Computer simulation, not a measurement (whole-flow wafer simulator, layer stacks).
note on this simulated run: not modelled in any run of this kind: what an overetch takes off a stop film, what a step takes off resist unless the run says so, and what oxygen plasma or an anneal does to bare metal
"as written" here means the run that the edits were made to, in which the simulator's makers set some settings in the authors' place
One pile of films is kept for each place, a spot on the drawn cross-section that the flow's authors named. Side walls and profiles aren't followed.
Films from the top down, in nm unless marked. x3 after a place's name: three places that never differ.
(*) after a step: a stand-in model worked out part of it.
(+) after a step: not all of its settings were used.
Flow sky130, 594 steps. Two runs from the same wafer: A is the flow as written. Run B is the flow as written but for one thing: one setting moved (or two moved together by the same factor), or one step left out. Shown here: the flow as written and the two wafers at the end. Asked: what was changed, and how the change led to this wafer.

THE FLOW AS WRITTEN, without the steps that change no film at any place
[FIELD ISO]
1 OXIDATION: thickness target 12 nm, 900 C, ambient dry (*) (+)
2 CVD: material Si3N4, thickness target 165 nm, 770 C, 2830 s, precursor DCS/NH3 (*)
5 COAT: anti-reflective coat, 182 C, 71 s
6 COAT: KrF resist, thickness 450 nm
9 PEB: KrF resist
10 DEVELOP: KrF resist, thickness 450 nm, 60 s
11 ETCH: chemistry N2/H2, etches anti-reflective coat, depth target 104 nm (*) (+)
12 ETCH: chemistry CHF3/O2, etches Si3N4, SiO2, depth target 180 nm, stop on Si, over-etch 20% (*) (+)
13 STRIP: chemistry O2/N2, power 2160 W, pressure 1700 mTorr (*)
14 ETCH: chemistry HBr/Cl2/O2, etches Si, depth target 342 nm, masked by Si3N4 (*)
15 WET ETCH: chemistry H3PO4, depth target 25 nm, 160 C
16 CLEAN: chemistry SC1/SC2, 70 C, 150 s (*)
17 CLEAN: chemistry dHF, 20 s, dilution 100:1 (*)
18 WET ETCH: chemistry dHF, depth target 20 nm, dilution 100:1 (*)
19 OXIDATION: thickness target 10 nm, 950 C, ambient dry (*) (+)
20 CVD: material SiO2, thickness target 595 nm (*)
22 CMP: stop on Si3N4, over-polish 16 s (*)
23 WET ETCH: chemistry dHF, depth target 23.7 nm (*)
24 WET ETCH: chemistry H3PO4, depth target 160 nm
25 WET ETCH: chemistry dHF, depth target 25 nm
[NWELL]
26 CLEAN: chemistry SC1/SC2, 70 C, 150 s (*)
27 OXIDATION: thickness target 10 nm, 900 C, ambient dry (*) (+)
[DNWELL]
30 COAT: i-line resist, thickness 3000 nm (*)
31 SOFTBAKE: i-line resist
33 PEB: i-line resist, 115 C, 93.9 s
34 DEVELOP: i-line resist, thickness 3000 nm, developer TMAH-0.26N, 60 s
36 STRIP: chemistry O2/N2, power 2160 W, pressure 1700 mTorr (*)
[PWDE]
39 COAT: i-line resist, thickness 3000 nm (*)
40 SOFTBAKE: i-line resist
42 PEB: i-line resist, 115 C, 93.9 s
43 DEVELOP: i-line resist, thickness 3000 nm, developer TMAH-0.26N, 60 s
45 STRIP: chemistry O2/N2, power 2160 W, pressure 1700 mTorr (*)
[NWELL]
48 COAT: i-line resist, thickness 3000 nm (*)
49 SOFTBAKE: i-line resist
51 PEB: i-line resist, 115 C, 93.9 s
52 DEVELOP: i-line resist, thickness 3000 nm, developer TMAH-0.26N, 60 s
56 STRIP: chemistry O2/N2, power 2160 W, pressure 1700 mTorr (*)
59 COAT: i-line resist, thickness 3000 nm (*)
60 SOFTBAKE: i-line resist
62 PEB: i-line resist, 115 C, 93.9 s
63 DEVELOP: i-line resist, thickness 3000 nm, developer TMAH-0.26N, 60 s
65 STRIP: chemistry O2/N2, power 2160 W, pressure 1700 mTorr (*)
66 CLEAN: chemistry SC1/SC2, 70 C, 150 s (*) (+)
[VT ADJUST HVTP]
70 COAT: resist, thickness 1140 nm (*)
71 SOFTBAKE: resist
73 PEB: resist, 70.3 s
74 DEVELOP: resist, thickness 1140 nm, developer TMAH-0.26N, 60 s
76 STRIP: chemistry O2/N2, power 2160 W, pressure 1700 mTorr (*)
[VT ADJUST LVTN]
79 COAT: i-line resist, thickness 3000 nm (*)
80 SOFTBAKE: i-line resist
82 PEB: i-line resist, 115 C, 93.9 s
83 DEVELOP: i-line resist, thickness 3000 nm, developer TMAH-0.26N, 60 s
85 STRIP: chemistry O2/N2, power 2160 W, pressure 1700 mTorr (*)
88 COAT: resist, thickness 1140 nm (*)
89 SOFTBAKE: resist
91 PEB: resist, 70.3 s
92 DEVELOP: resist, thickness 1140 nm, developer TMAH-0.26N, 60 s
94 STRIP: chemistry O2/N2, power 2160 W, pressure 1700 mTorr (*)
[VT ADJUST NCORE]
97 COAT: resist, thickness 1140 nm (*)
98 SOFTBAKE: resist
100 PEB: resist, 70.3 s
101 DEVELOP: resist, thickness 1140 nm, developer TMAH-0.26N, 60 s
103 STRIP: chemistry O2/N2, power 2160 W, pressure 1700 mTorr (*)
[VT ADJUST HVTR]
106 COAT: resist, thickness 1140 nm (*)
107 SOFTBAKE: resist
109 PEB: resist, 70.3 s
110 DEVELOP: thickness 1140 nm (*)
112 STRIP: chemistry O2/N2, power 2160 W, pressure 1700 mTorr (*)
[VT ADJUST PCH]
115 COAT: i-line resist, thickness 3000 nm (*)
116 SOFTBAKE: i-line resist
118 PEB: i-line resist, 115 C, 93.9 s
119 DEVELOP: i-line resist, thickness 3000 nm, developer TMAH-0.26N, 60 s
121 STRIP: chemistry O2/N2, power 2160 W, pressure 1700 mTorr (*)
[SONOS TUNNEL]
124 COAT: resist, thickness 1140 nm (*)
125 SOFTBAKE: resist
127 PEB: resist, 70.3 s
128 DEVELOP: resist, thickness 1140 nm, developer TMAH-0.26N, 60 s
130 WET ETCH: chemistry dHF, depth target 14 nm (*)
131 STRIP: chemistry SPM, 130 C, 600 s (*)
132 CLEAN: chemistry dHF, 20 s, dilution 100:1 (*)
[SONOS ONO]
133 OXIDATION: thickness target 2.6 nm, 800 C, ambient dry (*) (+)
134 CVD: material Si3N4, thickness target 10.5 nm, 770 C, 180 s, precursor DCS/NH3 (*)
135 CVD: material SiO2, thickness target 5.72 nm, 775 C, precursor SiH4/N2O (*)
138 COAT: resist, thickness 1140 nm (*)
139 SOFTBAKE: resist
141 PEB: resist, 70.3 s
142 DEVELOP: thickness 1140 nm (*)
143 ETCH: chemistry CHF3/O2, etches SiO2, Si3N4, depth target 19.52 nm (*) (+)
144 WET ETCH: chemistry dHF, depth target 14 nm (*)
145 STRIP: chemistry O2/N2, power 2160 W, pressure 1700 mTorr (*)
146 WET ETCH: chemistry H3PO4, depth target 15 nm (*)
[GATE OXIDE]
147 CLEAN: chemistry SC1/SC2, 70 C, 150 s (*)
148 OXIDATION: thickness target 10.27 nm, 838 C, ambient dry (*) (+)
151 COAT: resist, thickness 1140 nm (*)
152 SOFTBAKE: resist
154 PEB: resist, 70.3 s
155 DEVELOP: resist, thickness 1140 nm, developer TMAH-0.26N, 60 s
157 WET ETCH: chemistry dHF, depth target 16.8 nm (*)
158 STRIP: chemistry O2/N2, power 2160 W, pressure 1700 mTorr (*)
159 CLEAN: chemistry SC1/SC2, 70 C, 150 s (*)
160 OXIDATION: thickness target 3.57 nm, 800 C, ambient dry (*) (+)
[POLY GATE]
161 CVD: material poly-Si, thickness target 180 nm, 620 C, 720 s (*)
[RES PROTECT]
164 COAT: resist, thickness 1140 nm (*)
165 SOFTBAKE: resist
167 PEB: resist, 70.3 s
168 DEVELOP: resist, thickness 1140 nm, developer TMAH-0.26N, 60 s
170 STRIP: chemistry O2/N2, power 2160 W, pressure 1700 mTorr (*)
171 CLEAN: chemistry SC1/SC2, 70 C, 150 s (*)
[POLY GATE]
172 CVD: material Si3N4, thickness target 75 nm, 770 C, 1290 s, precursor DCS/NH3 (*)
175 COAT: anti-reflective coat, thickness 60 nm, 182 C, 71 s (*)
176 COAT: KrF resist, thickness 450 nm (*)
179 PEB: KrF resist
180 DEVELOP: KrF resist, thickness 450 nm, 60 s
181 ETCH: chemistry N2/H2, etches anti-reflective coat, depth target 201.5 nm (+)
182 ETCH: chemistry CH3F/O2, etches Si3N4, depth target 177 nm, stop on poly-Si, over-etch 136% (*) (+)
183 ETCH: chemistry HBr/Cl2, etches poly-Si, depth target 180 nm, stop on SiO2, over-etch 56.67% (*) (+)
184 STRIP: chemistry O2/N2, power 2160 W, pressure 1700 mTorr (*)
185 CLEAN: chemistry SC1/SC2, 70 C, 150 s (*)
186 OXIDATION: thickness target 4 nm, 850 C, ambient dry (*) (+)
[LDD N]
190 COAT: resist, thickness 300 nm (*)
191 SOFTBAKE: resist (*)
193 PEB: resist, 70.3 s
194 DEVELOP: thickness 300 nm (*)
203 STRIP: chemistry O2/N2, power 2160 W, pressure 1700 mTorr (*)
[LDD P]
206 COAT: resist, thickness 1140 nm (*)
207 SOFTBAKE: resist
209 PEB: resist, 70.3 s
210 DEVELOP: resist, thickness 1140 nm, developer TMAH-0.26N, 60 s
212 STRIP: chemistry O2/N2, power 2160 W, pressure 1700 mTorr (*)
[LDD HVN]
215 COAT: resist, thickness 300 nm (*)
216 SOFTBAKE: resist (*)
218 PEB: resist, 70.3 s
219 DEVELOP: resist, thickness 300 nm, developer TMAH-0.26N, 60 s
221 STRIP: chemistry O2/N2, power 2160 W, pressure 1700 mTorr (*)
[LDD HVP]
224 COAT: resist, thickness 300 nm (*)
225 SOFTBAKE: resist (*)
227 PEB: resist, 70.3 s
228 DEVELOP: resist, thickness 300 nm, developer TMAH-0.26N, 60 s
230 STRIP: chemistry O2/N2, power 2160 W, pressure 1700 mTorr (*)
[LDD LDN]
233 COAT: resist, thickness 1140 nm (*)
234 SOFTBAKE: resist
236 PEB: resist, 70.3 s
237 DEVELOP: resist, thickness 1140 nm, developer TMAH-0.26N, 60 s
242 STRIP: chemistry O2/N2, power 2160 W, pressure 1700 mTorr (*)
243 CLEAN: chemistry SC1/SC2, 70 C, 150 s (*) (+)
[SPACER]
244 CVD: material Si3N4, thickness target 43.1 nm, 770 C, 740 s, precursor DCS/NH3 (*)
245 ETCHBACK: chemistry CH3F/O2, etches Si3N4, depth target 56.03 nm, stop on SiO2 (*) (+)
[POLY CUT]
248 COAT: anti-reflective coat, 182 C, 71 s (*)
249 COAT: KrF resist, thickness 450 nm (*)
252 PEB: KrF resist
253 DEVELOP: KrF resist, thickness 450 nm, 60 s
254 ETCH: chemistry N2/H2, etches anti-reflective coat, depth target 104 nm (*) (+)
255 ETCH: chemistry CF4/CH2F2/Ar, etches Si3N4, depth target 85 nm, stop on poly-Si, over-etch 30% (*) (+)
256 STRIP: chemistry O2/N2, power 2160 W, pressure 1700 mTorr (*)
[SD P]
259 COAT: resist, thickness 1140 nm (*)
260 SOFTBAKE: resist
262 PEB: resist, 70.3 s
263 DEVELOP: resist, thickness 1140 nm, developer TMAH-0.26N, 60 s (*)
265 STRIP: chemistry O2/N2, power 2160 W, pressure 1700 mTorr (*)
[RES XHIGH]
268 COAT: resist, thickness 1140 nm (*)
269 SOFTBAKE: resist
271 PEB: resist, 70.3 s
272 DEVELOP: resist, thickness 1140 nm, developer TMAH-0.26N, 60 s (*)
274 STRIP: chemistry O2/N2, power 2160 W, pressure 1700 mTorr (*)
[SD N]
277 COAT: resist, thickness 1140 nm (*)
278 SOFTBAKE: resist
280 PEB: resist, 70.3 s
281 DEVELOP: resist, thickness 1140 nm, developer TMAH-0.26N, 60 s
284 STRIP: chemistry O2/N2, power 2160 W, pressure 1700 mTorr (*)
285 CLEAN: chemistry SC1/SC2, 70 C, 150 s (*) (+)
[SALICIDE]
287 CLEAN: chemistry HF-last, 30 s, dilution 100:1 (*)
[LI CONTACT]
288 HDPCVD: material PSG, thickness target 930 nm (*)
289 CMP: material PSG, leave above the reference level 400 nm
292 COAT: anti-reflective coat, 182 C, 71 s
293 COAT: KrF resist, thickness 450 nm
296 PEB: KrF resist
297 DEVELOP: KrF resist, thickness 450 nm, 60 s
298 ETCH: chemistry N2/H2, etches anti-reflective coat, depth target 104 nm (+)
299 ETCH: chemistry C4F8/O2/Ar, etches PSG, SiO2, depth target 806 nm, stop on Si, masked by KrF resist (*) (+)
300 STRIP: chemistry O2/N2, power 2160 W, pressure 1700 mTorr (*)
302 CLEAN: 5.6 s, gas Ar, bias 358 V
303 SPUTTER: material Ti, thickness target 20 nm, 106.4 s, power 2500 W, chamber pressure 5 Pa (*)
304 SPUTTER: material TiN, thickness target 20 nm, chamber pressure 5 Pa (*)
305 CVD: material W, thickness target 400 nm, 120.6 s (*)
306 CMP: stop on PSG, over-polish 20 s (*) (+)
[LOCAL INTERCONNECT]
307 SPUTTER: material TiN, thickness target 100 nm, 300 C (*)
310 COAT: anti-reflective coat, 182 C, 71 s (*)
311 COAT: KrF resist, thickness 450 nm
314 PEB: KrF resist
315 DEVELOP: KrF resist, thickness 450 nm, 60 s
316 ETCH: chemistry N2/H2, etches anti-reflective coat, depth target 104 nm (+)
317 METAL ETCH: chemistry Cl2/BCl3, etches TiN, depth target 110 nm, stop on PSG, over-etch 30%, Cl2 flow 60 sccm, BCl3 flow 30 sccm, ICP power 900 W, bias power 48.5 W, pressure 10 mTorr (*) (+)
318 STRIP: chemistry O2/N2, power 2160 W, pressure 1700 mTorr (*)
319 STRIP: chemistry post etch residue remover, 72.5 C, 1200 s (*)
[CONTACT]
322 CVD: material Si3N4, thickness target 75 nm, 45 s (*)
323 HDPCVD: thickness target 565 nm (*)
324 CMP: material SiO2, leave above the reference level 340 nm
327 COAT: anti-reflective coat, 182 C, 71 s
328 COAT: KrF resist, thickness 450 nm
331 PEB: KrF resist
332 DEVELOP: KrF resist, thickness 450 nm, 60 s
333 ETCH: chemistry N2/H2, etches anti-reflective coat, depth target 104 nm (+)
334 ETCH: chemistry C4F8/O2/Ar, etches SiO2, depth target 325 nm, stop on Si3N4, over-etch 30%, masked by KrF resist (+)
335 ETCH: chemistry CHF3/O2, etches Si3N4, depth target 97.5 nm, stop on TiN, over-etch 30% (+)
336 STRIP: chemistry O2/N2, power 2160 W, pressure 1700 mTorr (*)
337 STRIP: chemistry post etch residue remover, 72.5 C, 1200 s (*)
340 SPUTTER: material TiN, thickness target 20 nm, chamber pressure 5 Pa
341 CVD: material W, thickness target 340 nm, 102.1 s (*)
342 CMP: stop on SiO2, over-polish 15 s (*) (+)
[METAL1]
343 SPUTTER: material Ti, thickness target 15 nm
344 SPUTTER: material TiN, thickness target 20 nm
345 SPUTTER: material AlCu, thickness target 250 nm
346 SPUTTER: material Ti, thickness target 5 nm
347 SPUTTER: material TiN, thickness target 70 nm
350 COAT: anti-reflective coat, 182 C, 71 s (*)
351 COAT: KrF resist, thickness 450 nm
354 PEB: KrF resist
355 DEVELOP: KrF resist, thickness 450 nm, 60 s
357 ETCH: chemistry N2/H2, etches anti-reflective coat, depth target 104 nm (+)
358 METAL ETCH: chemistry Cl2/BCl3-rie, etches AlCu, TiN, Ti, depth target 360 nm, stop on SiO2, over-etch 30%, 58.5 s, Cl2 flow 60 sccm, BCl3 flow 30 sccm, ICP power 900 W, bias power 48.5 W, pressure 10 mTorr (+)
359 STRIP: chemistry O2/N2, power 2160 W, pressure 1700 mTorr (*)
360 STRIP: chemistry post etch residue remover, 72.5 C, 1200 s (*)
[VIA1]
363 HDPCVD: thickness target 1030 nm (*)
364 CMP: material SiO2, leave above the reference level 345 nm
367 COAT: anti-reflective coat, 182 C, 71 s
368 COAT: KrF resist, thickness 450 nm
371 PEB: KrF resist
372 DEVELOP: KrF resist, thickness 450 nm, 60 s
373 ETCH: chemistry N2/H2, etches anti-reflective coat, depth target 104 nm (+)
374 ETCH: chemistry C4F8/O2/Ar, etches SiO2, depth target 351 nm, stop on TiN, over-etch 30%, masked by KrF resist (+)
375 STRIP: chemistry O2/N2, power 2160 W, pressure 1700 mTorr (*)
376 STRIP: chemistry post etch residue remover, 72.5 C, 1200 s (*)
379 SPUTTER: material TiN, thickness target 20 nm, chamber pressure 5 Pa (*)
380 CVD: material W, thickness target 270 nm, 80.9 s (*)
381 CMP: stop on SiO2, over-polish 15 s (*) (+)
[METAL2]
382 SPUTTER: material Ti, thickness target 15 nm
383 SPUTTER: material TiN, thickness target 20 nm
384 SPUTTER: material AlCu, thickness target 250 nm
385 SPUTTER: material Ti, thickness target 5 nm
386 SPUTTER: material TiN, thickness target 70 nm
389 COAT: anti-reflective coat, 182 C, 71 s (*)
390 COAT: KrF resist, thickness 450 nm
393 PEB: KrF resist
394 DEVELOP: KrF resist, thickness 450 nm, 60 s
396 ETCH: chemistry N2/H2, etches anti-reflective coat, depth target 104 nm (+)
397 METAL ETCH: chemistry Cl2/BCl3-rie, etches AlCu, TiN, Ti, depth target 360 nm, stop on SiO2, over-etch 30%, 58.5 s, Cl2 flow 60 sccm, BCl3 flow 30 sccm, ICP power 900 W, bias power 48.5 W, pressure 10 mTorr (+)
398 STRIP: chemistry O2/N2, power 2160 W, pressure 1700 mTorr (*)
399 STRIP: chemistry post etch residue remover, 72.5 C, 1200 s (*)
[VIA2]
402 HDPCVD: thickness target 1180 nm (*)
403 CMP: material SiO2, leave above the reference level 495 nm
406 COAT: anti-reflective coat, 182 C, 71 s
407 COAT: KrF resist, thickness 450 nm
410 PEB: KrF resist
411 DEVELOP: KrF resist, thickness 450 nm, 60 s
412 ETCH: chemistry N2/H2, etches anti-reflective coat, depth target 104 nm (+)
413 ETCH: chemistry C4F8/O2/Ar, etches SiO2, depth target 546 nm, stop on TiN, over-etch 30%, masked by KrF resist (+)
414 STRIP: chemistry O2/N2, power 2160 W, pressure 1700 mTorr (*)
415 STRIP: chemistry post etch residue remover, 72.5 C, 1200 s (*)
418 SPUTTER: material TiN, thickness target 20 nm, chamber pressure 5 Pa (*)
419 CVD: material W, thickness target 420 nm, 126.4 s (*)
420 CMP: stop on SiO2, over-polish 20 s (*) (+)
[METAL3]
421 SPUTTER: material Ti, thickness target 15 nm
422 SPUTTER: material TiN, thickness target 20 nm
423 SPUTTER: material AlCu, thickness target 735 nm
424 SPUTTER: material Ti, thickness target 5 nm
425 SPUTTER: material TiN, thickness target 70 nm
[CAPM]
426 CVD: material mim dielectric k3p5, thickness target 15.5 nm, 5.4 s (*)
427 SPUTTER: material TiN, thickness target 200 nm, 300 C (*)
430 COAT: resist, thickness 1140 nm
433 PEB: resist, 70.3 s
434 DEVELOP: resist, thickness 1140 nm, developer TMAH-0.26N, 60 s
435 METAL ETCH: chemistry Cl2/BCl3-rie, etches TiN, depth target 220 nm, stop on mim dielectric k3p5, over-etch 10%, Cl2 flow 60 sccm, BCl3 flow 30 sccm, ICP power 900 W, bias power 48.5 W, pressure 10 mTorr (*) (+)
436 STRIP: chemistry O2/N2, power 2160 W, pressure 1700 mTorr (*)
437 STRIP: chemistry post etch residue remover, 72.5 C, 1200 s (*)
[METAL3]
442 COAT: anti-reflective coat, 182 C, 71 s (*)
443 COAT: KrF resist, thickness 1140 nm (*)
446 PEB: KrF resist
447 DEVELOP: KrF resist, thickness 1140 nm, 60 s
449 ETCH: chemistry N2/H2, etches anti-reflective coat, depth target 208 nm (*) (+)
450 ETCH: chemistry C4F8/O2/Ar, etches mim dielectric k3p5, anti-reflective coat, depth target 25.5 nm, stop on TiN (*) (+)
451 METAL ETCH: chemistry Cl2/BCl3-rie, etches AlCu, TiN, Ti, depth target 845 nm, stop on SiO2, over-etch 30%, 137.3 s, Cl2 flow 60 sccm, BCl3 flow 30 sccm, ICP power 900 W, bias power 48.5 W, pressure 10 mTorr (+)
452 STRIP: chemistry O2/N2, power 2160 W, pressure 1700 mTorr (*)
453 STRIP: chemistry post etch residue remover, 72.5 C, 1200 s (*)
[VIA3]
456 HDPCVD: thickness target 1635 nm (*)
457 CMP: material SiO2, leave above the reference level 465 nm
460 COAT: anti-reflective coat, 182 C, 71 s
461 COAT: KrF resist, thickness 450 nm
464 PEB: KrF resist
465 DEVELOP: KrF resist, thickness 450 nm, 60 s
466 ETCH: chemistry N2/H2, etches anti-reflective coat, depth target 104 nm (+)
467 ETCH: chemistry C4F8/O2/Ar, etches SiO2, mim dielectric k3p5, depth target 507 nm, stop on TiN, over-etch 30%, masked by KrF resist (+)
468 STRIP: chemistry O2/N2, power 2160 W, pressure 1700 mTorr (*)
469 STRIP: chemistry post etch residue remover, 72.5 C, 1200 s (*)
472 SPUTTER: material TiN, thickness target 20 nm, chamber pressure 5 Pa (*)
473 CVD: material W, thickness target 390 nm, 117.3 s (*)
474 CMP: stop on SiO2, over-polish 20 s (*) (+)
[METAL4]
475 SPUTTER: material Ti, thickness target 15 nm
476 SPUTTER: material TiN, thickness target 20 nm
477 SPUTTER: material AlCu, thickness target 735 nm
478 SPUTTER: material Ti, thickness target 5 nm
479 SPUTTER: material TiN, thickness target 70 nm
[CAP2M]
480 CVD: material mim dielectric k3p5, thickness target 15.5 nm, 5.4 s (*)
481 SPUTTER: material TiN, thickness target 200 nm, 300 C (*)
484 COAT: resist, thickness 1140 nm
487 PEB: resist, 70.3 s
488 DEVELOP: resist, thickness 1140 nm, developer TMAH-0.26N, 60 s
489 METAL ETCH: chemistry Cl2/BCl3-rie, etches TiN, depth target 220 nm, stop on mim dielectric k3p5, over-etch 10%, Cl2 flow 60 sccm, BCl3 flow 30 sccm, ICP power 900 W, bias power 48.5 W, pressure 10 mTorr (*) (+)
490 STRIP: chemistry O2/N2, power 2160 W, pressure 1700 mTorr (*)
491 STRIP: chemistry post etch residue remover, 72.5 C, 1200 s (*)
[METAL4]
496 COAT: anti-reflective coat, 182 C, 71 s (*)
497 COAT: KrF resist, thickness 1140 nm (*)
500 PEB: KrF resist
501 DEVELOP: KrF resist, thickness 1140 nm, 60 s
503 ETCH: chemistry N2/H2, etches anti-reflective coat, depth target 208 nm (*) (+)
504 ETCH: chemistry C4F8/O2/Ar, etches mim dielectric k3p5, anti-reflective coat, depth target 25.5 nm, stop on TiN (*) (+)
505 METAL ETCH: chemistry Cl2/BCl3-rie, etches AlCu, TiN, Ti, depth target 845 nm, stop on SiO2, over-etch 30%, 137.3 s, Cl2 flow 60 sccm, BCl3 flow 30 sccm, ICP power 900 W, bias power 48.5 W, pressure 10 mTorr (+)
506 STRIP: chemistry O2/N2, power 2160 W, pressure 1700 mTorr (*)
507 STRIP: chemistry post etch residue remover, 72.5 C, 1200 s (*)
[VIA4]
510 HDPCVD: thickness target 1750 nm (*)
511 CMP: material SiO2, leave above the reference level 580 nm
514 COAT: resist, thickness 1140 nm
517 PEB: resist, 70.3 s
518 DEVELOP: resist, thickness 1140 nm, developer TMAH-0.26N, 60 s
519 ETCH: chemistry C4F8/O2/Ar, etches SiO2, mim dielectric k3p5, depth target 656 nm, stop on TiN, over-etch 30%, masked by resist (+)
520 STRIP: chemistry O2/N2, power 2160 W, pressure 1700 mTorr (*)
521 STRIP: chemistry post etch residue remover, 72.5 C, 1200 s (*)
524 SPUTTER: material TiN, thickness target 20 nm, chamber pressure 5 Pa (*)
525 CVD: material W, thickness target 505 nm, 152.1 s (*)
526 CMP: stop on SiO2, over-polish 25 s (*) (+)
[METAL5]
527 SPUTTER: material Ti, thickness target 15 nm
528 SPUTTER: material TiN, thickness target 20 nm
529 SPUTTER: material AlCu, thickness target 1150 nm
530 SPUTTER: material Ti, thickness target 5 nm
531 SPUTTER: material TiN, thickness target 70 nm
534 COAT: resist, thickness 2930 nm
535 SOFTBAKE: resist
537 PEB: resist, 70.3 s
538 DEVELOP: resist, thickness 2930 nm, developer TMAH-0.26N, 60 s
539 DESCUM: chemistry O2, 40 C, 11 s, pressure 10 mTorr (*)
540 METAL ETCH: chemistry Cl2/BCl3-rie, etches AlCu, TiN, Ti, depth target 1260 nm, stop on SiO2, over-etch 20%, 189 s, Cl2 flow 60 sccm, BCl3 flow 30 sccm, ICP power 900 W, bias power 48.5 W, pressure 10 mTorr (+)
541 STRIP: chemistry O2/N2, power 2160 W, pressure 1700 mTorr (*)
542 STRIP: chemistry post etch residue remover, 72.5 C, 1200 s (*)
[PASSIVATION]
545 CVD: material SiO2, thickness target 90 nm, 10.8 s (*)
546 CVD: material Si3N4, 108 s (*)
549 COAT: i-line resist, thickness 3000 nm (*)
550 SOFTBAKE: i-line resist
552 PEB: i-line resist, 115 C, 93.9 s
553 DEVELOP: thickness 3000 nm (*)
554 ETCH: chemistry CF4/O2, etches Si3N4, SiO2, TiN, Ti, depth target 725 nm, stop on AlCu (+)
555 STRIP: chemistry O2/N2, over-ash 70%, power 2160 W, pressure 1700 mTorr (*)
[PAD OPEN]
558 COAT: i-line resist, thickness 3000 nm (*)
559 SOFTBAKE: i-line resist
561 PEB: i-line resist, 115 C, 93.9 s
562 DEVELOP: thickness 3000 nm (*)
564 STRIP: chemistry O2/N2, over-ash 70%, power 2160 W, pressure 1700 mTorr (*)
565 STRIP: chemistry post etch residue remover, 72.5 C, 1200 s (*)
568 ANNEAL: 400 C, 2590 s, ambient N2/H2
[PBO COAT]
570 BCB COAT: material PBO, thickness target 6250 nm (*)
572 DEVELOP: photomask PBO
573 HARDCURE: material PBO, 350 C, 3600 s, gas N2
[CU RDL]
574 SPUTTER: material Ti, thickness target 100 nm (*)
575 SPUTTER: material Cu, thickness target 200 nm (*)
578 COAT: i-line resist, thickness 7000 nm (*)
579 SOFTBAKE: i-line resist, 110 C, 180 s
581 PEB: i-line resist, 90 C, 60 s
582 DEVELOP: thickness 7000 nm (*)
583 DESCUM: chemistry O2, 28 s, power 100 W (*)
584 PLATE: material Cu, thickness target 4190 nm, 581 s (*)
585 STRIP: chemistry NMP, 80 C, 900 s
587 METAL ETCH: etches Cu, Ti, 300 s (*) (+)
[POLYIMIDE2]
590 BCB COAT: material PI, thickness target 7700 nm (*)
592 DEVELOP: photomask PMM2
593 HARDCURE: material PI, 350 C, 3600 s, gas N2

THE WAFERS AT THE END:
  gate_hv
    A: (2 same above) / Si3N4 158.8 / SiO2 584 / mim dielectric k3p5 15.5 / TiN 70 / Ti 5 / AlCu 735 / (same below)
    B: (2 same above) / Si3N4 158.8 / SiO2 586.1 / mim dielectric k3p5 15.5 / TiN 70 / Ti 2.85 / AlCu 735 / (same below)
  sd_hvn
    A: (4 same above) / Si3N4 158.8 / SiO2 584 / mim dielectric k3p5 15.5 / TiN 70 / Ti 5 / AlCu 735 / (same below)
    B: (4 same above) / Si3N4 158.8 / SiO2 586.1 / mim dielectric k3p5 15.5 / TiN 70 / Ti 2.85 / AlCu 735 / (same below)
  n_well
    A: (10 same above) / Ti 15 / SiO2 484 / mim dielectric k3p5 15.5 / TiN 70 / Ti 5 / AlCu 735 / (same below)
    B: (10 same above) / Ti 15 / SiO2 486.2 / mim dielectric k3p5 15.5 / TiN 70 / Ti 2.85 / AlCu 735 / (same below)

The cause: step 478, SPUTTER: thickness target 2.85 nm was run, where the flow has thickness target 5 nm.
It can be read off the wafer: gate_hv has Ti 2.85, and step 478 as written asks for 5 nm.

How the change led to this, step by step:
  478 SPUTTER: material Ti, thickness target 5 nm
      field, active, n_well and 189 more: A Ti +5 (new film) | B Ti +2.85 (new film)
  505 METAL ETCH: chemistry Cl2/BCl3-rie, etches AlCu, TiN, Ti, depth target 845 nm, stop on SiO2, over-etch 30%, 137.3 s, Cl2 flow 60 sccm, BCl3 flow 30 sccm, ICP power 900 W, bias power 48.5 W, pressure 10 mTorr (+)
      field, gate, spacer and 68 more: A TiN -70 (all of it), Ti -5 (all of it), AlCu -735 (all of it), TiN -20 (all of it), Ti -15 (all of it), SiO2 -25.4 | B TiN -70 (all of it), Ti -2.85 (all of it), AlCu -735 (all of it), TiN -20 (all of it), Ti -15 (all of it), SiO2 -25.6
      active, vpp_iso1, mim_edge_plate and 14 more: A TiN -70 (all of it), Ti -5 (all of it), AlCu -735 (all of it), TiN -20 (all of it), Ti -15 (all of it), SiO2 -25.3 | B TiN -70 (all of it), Ti -2.85 (all of it), AlCu -735 (all of it), TiN -20 (all of it), Ti -15 (all of it), SiO2 -25.6
